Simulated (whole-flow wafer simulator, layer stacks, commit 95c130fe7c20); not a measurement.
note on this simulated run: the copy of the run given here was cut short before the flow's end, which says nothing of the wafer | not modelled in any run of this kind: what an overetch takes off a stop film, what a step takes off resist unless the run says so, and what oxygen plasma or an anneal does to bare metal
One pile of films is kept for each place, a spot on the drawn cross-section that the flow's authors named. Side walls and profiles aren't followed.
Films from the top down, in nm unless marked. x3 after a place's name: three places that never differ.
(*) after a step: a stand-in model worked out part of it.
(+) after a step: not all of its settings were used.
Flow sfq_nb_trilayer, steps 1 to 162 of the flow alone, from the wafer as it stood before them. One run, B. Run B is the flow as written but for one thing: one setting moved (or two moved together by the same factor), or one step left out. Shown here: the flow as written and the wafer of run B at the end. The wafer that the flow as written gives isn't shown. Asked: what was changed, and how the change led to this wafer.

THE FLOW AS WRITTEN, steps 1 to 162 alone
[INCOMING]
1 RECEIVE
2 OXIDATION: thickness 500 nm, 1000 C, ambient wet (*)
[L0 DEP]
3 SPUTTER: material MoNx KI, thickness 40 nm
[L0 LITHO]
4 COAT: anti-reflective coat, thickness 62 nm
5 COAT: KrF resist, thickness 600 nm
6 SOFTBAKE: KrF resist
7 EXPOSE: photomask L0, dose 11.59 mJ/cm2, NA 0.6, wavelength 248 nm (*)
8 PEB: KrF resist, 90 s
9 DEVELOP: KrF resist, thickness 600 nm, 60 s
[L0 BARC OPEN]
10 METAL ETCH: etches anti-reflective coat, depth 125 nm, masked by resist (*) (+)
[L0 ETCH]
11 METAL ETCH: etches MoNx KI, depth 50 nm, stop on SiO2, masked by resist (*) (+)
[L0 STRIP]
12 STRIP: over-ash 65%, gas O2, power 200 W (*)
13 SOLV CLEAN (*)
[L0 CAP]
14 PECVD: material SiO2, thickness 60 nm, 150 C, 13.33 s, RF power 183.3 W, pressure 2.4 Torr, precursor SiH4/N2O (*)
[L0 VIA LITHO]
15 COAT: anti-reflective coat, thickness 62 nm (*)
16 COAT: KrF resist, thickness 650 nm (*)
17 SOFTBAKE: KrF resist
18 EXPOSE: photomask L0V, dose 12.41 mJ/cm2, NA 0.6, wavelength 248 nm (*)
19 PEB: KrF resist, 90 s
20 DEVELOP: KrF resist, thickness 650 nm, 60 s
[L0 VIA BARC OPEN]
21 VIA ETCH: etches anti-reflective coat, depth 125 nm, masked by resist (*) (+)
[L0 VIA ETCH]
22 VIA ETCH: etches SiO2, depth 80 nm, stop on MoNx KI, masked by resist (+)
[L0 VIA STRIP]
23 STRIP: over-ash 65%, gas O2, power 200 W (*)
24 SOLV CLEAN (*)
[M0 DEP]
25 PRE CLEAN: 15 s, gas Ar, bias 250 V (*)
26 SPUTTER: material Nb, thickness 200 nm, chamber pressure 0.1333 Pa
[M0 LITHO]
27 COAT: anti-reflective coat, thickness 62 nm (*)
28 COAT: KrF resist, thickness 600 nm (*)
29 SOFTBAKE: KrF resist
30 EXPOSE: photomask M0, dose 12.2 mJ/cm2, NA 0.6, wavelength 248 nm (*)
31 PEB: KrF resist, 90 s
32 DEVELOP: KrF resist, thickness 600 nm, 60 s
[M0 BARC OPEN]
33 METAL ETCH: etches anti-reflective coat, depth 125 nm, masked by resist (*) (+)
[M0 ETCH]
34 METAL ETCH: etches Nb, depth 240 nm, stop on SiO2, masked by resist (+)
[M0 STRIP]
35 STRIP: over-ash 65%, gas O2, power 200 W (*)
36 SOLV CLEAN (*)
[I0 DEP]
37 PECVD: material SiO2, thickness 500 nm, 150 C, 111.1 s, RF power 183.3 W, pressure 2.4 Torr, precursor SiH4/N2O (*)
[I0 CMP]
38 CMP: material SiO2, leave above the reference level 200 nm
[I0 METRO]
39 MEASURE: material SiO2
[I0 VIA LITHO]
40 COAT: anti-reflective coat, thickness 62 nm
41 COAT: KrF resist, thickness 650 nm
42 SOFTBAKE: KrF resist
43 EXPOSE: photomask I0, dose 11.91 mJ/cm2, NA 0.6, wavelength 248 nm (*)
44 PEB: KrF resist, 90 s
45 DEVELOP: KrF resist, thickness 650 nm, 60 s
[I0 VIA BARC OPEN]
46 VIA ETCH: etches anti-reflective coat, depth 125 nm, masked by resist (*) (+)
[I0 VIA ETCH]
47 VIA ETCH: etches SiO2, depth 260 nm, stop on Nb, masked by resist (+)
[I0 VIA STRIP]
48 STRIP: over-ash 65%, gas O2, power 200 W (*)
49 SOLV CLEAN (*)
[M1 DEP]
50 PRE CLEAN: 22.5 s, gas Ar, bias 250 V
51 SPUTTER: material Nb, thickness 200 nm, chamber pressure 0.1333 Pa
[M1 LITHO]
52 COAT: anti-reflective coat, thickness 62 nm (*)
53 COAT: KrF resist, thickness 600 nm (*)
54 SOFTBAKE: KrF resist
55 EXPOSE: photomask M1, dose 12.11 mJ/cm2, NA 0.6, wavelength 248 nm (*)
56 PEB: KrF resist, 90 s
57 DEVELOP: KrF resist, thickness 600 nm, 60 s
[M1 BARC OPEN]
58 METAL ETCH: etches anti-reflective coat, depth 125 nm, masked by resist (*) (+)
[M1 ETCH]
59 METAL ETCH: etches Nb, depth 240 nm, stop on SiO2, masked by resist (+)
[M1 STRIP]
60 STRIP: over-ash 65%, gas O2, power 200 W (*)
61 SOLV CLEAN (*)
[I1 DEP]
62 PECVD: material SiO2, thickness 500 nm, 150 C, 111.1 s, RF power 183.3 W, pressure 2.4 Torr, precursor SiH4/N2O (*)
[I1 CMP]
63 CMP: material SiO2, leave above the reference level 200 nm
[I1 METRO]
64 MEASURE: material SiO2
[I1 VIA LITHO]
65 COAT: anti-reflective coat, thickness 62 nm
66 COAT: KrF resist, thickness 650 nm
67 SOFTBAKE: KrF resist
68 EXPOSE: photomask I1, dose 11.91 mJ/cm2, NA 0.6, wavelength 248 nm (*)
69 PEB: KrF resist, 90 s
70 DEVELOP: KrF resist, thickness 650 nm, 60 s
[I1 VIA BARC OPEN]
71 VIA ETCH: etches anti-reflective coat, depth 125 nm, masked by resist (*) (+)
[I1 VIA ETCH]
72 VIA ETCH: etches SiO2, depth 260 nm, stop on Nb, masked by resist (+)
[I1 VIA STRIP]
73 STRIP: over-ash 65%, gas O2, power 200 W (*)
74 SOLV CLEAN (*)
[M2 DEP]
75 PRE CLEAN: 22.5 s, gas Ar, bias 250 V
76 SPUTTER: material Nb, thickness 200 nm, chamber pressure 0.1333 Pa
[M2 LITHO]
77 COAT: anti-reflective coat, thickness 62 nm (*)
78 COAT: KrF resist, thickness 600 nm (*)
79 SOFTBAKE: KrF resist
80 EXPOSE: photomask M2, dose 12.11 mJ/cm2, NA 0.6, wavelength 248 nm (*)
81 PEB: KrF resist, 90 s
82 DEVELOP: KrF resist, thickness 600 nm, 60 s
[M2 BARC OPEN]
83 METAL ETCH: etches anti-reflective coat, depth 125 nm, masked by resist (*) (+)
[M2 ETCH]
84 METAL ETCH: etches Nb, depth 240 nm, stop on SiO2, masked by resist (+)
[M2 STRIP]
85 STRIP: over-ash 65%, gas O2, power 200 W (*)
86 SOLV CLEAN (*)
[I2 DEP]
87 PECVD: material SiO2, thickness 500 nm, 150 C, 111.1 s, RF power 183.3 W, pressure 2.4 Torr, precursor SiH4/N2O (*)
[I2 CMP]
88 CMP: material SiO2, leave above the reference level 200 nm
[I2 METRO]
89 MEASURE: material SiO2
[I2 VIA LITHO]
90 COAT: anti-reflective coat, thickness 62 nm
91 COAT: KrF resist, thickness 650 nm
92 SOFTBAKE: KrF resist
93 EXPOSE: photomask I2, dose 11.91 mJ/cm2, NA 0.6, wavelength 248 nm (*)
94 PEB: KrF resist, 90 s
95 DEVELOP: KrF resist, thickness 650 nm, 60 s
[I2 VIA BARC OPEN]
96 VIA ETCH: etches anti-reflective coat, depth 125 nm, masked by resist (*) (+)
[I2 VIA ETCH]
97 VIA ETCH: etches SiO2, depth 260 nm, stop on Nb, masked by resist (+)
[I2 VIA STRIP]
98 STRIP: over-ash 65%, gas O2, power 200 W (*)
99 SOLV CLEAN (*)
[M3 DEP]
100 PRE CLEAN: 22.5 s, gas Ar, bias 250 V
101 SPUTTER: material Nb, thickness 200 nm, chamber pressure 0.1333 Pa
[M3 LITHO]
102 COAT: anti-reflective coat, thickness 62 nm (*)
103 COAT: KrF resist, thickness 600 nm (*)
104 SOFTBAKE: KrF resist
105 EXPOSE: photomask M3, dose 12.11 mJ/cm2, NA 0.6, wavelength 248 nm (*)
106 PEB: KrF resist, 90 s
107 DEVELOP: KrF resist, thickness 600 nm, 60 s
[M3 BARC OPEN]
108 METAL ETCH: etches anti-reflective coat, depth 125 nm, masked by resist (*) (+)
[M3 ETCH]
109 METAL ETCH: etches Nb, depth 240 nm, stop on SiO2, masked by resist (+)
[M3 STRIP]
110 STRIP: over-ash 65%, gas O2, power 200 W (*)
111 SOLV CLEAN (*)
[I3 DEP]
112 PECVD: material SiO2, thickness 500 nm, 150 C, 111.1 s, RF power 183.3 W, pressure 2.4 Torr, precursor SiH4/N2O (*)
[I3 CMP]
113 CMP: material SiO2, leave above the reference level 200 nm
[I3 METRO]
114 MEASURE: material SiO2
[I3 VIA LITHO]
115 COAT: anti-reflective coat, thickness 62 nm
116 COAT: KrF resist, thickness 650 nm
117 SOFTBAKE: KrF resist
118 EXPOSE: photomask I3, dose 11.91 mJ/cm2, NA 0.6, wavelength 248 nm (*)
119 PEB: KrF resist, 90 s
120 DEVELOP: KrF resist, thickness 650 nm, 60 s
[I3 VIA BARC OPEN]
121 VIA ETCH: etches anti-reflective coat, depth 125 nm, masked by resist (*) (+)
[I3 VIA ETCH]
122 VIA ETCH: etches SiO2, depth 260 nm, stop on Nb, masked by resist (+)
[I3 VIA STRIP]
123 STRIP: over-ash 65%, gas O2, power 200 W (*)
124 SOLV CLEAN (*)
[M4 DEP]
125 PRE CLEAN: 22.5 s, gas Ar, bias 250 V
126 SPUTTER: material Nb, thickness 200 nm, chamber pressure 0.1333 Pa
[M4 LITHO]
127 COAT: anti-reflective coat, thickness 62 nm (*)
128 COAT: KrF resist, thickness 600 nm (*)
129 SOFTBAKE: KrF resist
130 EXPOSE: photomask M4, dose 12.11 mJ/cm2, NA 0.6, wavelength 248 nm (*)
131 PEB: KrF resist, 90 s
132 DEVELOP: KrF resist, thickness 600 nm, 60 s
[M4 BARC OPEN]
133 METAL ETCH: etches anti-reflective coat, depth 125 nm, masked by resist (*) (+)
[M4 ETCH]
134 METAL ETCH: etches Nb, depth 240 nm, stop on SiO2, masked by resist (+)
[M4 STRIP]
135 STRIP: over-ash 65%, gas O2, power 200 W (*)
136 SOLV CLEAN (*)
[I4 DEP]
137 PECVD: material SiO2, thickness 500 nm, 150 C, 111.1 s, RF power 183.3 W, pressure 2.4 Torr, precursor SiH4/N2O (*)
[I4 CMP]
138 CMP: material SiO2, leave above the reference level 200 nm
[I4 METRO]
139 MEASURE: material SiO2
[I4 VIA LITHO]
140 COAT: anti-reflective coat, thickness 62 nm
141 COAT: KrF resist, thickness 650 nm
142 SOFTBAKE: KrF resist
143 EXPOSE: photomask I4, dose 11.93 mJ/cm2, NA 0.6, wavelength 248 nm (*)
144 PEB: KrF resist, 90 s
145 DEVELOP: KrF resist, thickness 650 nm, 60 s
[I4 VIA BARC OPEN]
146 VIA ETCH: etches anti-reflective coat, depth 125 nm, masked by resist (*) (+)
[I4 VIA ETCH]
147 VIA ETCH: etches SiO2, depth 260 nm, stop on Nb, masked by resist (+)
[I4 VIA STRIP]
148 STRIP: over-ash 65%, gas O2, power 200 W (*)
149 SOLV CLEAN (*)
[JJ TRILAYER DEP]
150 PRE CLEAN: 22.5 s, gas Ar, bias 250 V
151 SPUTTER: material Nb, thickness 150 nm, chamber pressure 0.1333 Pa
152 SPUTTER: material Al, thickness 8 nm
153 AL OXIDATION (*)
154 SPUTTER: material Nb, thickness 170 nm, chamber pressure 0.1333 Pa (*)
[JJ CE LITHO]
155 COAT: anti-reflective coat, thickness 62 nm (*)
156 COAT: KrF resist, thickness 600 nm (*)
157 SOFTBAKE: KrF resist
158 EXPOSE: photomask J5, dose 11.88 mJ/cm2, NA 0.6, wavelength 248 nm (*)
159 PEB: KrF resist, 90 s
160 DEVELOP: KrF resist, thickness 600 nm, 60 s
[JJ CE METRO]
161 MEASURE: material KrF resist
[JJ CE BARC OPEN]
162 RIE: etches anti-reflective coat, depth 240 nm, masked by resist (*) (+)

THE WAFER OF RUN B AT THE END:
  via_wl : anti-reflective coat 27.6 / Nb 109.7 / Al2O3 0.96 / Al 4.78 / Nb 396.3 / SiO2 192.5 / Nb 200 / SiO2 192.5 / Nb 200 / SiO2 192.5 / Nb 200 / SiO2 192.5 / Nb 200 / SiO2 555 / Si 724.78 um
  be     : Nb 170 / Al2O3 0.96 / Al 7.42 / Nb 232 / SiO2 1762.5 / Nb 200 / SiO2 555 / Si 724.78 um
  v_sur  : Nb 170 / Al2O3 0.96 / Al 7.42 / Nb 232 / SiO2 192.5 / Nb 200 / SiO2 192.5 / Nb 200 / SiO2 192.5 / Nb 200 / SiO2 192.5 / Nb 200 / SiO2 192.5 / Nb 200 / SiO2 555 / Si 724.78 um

The cause: step 151, SPUTTER: thickness 232 nm was run, where the flow has thickness 150 nm.
It can be read off the wafer: be has Nb 232, and step 151 as written asks for 150 nm.

How the change led to this, step by step:
  151 SPUTTER: material Nb, thickness 150 nm, chamber pressure 0.1333 Pa
      field_l, v_sur, via_sp and 100 more: Nb +232 (new film) (as written it would be: Nb +150 (new film))
      via_wl, via_w, via_wr: Nb +202.8 (as written it would be: Nb +130.4)
  154 SPUTTER: material Nb, thickness 170 nm, chamber pressure 0.1333 Pa (*)
      via_wl, via_wr: Nb +109.7 (new film) (as written it would be: Nb +140.7 (new film))
      via_w: Nb +155.2 (new film) (as written it would be: Nb +141 (new film))
  155 COAT: anti-reflective coat, thickness 62 nm (*)
      via_wl, via_wr: anti-reflective coat +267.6 (new film) (as written it would be: anti-reflective coat +209.4 (new film))
      via_w: anti-reflective coat +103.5 (new film) (as written it would be: anti-reflective coat +97.4 (new film))
  156 COAT: KrF resist, thickness 600 nm (*)
      via_wl: KrF resist +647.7 (new film) (as written it would be: KrF resist +663 (new film))
      via_wr: KrF resist +647.9 (new film) (as written it would be: KrF resist +663.2 (new film))
  160 DEVELOP: KrF resist, thickness 600 nm, 60 s
      via_wl: KrF resist -646.3 (all of it) (as written it would be: KrF resist -661.6 (all of it))
      via_wr: KrF resist -646.5 (all of it) (as written it would be: KrF resist -661.8 (all of it))
  162 RIE: etches anti-reflective coat, depth 240 nm, masked by resist (*) (+)
      via_wl, via_wr: anti-reflective coat -240 (as written it would be: anti-reflective coat -209.4 (all of it))
      ce_l, c5j, ce_r, wl_jj: KrF resist -240 (as written it would be: KrF resist -209.4)
      (and at 1 more place)
